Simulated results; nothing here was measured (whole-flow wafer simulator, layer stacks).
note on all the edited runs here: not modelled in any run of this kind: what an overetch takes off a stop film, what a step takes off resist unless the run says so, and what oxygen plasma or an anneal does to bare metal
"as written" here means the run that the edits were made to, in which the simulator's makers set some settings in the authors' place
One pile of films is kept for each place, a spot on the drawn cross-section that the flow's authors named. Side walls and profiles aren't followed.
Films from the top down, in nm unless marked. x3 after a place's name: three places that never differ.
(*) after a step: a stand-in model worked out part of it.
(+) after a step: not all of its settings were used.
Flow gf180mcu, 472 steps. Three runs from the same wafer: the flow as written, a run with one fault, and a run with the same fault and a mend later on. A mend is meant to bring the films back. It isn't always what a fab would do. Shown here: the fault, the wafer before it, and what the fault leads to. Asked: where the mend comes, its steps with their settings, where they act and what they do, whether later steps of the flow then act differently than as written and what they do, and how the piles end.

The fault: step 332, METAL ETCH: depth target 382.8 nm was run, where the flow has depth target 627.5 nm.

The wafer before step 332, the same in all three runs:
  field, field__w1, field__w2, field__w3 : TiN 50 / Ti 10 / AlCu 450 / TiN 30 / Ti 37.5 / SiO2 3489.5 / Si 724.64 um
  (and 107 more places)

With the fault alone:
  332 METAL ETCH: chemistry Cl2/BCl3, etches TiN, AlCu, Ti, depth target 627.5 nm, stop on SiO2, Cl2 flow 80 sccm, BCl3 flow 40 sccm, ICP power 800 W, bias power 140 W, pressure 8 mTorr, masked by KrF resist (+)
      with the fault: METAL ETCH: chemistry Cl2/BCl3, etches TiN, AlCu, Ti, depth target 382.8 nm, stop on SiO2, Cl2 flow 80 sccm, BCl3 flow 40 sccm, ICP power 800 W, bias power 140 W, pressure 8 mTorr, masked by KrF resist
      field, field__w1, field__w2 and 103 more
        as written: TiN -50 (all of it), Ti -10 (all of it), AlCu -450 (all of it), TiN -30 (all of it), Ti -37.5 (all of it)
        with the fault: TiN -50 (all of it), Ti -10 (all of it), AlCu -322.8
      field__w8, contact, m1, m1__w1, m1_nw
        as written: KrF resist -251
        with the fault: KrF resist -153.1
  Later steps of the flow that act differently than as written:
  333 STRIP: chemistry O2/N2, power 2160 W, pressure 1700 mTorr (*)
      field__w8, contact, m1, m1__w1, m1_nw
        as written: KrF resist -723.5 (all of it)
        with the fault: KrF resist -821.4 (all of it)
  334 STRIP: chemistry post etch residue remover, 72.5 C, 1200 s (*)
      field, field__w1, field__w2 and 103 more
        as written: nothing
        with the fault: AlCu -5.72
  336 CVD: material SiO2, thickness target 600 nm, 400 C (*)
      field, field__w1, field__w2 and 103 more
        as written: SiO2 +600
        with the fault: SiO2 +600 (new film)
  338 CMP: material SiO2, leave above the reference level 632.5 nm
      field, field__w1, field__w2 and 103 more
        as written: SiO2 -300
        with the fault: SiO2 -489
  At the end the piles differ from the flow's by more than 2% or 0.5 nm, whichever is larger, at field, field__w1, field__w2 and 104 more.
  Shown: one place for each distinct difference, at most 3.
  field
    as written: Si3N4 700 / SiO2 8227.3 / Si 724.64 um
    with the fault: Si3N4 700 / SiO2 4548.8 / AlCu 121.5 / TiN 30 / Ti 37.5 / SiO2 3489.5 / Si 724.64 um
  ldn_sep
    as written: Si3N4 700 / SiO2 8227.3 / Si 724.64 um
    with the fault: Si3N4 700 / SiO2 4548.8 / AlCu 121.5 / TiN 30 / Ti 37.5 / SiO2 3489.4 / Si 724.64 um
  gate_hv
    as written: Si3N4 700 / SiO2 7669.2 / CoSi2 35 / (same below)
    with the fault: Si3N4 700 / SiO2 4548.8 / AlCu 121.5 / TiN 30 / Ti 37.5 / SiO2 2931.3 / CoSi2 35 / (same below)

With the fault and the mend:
  The mend comes after step 332.
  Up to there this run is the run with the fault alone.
  332a METAL ETCH: chemistry Cl2/BCl3, etches TiN, AlCu, Ti, depth target 244.7 nm, stop on SiO2, Cl2 flow 80 sccm, BCl3 flow 40 sccm, ICP power 800 W, bias power 140 W, pressure 8 mTorr, masked by KrF resist (+) (the flow's step 332 once more, with other settings)
      field, field__w1, field__w2 and 103 more
        AlCu -127.2 (all of it), TiN -30 (all of it), Ti -37.5 (all of it)
      field__w8, contact, m1, m1__w1, m1_nw
        KrF resist -97.9
  No later step of the flow acts differently than as written at any place that is followed.
  At the end the piles are the same as the flow's at every place that both follow.
